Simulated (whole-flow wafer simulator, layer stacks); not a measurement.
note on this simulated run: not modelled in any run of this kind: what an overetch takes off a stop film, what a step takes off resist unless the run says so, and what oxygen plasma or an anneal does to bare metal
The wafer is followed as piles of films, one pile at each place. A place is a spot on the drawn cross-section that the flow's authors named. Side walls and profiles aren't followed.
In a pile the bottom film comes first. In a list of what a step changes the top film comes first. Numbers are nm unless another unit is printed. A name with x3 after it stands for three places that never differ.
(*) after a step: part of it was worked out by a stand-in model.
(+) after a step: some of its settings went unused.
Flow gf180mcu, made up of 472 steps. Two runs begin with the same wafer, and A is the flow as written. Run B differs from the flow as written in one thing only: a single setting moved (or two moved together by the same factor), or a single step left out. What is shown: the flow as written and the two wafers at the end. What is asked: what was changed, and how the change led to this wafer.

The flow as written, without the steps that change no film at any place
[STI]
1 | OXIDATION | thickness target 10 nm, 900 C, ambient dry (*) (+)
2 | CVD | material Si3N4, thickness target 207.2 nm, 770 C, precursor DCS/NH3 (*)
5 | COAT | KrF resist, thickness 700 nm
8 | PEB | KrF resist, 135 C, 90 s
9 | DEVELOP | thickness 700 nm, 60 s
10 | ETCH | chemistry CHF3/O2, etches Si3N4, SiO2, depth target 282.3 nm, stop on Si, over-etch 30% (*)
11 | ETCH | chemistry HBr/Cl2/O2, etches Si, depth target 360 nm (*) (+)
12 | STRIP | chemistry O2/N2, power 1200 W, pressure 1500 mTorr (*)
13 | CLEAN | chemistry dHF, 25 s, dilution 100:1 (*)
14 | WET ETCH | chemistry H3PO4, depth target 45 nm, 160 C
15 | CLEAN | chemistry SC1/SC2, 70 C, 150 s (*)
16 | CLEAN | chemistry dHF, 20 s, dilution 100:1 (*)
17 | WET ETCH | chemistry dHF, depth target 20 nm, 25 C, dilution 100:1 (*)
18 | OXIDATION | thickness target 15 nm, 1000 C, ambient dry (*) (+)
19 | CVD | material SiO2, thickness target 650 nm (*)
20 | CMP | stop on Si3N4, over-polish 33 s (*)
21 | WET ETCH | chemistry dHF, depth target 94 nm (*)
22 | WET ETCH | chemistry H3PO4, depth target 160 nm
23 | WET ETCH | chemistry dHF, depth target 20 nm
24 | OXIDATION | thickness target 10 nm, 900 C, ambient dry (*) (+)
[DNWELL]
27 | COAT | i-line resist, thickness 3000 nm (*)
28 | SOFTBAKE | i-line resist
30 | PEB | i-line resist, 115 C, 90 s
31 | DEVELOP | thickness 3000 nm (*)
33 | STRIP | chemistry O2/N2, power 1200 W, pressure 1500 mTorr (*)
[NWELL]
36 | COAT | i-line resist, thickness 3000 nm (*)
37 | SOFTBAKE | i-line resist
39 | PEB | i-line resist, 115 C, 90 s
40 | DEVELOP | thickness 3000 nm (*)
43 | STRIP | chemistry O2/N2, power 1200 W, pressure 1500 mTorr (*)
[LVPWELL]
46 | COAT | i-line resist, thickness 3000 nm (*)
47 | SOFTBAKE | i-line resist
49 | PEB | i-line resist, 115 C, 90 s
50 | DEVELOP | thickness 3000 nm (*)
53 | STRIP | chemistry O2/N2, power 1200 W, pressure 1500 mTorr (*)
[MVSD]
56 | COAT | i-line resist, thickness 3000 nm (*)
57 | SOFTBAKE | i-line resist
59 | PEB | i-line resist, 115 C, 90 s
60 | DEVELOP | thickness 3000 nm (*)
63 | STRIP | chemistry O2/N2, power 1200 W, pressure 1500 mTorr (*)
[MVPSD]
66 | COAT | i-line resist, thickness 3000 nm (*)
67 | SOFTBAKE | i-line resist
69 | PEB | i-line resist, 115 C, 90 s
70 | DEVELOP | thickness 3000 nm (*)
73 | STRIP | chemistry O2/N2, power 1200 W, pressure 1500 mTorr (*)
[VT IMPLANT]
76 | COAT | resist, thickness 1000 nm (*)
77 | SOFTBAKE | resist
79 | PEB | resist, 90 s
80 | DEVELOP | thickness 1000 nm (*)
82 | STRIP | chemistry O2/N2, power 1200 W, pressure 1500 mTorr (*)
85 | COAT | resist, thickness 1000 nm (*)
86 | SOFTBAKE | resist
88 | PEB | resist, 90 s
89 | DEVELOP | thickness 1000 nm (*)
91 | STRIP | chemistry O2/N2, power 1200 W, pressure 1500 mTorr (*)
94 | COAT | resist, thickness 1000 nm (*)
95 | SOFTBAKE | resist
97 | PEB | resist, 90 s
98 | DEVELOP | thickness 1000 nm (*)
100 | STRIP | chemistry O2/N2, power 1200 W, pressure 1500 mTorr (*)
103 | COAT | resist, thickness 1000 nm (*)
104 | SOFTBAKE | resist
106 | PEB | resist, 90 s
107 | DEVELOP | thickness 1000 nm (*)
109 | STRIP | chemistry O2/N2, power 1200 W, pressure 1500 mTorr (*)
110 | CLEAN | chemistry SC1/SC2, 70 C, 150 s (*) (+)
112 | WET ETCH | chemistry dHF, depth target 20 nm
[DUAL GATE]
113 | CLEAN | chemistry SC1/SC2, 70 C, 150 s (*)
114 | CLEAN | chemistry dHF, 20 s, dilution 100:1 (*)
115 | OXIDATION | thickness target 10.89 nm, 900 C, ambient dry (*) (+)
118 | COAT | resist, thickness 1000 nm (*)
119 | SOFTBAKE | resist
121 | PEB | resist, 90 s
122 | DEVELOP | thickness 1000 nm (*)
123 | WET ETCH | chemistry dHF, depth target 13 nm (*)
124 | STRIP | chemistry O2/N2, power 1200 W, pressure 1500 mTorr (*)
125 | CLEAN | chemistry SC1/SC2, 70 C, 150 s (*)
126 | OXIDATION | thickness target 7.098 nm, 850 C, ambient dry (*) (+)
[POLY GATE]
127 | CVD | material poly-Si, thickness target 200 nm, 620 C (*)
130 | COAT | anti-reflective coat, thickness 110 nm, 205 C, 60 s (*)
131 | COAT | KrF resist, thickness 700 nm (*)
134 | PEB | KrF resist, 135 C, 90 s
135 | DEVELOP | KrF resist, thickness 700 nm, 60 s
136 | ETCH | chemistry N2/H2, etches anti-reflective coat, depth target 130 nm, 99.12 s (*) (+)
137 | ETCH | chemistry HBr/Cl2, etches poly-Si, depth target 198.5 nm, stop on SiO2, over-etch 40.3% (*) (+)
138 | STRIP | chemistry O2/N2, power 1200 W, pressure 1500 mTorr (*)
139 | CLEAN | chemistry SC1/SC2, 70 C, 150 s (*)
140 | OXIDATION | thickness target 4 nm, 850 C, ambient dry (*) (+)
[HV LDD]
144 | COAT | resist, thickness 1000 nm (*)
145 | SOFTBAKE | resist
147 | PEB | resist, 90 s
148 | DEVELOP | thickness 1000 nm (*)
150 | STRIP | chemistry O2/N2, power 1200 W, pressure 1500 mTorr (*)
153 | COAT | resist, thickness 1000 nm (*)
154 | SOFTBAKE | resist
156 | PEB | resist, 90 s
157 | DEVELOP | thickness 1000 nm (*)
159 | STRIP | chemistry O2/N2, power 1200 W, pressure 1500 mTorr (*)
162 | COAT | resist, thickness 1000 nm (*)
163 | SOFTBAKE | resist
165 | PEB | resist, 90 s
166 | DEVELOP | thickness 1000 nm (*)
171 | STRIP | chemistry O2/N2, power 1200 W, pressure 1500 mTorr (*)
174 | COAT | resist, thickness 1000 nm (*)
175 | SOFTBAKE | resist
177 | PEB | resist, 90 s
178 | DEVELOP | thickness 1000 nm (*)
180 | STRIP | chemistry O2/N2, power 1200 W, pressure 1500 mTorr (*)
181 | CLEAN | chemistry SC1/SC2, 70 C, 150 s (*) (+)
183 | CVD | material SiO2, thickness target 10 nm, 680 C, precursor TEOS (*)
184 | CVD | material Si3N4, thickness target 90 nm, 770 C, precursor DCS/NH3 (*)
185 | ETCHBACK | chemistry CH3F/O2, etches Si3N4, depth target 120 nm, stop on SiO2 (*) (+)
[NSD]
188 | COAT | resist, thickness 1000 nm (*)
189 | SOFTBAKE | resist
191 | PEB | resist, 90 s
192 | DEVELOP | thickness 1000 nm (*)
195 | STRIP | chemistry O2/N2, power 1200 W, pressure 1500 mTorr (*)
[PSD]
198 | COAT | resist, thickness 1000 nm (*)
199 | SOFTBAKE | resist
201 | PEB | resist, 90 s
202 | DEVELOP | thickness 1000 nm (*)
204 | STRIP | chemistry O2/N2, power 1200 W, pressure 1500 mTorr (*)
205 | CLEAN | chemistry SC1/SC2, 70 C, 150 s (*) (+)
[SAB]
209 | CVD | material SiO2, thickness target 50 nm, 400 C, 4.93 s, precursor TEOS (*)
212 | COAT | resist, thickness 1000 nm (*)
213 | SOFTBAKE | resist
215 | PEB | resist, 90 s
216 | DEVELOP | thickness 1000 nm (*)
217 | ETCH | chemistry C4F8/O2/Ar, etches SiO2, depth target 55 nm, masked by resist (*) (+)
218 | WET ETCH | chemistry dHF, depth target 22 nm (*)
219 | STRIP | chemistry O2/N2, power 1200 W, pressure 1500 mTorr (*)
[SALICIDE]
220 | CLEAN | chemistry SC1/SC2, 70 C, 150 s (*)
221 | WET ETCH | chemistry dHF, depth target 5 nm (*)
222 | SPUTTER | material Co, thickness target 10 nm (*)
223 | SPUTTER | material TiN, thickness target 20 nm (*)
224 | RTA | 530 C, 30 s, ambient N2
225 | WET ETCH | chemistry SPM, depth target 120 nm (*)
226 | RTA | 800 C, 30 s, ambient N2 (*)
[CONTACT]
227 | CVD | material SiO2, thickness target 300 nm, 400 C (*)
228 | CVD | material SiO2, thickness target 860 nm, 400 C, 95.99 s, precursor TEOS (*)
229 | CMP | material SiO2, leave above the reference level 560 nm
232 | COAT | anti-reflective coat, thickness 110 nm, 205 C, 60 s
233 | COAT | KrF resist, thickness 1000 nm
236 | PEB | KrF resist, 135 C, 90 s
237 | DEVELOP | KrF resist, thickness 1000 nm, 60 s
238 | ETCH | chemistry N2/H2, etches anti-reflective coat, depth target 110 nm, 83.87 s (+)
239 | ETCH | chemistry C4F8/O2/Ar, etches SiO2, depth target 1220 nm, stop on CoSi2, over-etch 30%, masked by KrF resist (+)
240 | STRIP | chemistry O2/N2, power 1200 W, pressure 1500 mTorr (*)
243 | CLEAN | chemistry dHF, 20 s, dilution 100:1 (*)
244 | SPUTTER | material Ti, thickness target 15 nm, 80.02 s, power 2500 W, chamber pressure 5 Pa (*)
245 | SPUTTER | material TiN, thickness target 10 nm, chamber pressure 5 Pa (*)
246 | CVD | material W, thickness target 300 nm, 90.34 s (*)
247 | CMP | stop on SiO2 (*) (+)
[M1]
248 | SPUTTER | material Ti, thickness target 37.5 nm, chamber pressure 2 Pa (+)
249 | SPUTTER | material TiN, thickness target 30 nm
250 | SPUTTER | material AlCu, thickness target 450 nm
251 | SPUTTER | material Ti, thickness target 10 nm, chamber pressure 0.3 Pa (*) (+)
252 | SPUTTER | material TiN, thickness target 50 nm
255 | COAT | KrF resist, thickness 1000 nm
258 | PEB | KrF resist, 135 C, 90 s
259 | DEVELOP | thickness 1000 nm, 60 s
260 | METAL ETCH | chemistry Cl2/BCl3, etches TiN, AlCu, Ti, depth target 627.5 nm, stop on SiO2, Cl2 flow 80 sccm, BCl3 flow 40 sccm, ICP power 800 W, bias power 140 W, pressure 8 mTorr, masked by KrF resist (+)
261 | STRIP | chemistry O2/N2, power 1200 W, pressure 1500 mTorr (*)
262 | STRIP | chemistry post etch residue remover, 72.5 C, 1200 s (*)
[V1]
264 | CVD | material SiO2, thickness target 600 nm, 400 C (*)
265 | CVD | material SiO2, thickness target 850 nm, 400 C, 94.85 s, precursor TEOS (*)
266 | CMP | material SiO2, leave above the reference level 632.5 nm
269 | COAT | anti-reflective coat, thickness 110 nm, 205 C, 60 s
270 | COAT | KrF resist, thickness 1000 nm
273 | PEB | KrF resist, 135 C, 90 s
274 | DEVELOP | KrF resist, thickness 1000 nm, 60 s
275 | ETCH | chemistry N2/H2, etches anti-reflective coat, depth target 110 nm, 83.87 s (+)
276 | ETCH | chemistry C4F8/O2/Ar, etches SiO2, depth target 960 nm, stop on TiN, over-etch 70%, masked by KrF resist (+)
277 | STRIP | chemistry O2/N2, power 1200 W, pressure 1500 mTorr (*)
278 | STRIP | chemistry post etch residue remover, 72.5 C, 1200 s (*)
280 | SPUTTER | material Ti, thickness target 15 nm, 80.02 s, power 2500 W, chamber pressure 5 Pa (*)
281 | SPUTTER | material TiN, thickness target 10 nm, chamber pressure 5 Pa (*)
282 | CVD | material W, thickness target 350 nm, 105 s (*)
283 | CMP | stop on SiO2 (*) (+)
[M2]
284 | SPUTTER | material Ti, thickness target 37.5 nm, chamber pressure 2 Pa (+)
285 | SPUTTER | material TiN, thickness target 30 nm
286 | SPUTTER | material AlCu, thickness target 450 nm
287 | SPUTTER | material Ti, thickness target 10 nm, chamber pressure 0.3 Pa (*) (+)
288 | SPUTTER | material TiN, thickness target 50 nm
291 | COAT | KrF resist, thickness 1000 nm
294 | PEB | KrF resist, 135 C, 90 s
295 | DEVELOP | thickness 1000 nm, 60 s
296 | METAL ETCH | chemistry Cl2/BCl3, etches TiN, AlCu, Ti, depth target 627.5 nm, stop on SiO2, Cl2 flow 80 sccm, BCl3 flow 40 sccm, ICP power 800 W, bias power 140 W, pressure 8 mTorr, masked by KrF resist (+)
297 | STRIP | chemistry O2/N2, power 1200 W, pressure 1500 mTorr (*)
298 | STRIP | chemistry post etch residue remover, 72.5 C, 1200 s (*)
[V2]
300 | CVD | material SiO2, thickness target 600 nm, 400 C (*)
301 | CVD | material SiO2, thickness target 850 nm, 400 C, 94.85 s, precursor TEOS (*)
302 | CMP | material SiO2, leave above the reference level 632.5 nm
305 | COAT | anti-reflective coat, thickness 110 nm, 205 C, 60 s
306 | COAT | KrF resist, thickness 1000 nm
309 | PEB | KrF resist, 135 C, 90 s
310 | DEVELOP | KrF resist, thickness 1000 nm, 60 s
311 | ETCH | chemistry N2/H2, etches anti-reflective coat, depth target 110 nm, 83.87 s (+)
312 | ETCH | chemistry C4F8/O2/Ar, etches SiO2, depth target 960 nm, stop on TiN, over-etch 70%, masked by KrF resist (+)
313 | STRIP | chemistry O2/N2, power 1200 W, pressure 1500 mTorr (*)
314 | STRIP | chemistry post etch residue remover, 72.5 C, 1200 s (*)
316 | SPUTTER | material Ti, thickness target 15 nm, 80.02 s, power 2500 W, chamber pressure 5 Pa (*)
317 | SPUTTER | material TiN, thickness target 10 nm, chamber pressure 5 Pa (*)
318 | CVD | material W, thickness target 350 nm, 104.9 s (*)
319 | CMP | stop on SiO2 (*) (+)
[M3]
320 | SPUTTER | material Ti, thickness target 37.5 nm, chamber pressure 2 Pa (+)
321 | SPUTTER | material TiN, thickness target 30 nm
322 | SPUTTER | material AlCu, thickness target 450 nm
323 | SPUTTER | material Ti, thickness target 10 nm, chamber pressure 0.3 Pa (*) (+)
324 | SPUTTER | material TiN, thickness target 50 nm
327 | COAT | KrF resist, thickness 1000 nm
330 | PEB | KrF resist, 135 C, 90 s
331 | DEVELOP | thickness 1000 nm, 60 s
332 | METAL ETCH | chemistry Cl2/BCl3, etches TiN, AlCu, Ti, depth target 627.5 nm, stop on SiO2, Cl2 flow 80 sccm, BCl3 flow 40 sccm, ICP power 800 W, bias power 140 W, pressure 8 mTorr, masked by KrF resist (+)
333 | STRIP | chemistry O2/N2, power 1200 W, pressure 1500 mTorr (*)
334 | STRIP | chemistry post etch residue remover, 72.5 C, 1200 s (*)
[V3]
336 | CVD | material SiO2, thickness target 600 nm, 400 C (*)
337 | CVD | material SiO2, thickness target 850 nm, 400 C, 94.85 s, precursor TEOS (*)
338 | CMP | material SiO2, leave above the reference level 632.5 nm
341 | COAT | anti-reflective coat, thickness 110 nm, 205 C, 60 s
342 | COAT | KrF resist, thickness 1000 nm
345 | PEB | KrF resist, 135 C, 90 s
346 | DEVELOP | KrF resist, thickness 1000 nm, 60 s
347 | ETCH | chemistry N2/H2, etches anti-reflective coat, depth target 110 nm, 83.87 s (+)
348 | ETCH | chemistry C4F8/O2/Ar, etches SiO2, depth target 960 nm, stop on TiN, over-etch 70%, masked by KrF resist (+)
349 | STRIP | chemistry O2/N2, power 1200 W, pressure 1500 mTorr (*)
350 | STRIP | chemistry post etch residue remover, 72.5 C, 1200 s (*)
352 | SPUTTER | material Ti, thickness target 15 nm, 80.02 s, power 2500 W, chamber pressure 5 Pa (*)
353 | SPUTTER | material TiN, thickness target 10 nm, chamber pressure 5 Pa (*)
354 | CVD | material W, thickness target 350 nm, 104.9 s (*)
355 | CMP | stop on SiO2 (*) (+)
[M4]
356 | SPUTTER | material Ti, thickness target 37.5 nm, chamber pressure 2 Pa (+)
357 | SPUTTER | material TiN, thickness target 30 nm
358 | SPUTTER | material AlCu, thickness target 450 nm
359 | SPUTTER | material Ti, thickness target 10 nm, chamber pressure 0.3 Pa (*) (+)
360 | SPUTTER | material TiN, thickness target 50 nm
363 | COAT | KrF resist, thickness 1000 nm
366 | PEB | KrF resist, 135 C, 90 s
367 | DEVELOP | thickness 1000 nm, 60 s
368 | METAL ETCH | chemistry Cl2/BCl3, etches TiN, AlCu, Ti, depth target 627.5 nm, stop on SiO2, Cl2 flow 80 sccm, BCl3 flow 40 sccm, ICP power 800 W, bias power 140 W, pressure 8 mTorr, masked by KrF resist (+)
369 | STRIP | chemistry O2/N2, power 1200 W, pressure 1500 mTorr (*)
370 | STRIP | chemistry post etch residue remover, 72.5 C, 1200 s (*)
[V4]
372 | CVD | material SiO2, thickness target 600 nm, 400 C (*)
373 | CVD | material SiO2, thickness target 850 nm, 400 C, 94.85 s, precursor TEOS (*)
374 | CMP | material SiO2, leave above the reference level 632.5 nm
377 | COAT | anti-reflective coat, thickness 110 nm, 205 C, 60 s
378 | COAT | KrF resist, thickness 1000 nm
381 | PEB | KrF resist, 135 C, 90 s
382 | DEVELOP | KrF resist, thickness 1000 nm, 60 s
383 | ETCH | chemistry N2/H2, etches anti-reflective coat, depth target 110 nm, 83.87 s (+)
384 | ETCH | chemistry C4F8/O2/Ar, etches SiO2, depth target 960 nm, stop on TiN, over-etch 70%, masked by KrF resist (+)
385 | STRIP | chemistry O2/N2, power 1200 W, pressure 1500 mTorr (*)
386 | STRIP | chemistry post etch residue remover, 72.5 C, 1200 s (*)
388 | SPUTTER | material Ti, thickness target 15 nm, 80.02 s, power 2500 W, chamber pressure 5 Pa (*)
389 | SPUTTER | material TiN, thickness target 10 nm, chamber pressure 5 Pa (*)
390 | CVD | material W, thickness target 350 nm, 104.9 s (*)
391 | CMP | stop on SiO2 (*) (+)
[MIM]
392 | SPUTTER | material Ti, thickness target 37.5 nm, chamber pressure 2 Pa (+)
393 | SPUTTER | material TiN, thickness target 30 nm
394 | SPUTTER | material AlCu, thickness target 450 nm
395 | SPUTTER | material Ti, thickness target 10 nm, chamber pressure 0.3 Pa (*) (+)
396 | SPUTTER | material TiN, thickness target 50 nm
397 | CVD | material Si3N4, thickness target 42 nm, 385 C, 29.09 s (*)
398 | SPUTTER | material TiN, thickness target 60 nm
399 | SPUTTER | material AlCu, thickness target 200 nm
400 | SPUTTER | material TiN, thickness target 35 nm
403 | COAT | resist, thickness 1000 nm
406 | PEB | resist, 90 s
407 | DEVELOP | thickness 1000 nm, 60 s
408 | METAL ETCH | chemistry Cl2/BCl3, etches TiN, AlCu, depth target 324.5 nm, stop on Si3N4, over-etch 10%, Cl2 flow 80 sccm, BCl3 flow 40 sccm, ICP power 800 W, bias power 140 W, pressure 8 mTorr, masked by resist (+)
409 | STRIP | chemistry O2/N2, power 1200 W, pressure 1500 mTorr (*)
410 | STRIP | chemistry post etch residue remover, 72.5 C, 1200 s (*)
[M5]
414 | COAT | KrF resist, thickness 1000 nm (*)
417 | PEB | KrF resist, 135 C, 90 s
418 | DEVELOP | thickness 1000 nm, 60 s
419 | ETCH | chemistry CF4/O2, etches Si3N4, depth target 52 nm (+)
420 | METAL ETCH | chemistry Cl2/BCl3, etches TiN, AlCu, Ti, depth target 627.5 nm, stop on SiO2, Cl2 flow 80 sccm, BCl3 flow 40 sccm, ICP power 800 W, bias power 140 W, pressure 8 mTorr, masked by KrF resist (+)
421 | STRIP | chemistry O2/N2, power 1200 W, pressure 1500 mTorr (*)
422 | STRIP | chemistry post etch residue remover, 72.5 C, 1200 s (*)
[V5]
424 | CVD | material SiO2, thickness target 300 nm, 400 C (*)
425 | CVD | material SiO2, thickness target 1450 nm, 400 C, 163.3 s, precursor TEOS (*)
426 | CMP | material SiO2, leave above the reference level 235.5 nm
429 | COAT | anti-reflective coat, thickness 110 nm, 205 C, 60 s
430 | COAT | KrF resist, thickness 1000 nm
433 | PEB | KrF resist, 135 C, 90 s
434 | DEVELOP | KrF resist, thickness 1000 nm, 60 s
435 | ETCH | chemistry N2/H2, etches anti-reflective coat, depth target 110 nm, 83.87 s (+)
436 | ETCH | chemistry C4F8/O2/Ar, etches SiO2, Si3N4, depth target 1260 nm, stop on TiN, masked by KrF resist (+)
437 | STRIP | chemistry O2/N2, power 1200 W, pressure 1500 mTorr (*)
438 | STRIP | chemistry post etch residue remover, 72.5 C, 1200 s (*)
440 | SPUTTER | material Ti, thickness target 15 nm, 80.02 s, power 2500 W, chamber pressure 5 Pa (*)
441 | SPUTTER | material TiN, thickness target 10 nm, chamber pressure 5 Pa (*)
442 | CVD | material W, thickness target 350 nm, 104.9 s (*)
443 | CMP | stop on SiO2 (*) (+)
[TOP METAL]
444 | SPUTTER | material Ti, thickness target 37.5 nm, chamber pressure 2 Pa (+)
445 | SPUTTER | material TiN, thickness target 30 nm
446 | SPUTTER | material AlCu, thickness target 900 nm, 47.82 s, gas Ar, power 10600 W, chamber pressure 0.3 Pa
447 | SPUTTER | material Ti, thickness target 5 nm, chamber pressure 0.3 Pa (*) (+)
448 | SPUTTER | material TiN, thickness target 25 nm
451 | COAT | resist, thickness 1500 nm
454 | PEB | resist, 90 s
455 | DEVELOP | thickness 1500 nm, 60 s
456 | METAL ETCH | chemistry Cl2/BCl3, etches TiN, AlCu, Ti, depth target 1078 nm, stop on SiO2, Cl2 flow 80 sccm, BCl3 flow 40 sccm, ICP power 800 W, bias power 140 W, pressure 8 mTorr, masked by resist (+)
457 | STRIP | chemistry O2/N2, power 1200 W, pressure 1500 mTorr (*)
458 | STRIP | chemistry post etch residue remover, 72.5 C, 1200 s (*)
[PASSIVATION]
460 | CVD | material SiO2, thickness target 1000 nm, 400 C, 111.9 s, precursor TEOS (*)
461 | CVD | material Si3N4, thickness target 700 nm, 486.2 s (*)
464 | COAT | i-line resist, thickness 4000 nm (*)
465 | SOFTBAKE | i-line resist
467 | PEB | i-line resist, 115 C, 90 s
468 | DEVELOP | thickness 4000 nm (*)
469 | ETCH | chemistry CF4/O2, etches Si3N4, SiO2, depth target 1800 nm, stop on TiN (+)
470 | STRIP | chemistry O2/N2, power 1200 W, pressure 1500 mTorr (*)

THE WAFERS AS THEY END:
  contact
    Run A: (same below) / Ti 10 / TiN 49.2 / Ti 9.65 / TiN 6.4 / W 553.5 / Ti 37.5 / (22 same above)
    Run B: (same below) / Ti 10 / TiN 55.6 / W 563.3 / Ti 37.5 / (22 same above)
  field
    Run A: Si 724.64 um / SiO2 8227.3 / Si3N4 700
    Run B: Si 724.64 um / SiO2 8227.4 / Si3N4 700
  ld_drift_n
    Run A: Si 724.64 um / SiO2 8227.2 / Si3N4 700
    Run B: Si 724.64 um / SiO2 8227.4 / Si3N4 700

Cause: step 352, SPUTTER: material Ti, thickness target 15 nm, 80.02 s, power 2500 W, chamber pressure 5 Pa (*), was skipped.

Step by step, how the change led to this:
  353 | SPUTTER | material TiN, thickness target 10 nm, chamber pressure 5 Pa (*)
      contact: A +6.4 TiN (new film) | B +6.44 TiN
  355 | CMP | stop on SiO2 (*) (+)
      field, field__w1, field__w2 and 107 more: A -350 W (all of it), -10 TiN (all of it), -15 Ti (all of it), -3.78 SiO2 | B -350 W (all of it), -10 TiN (all of it), -3.63 SiO2
      contact: A -378.8 W | B -363.6 W
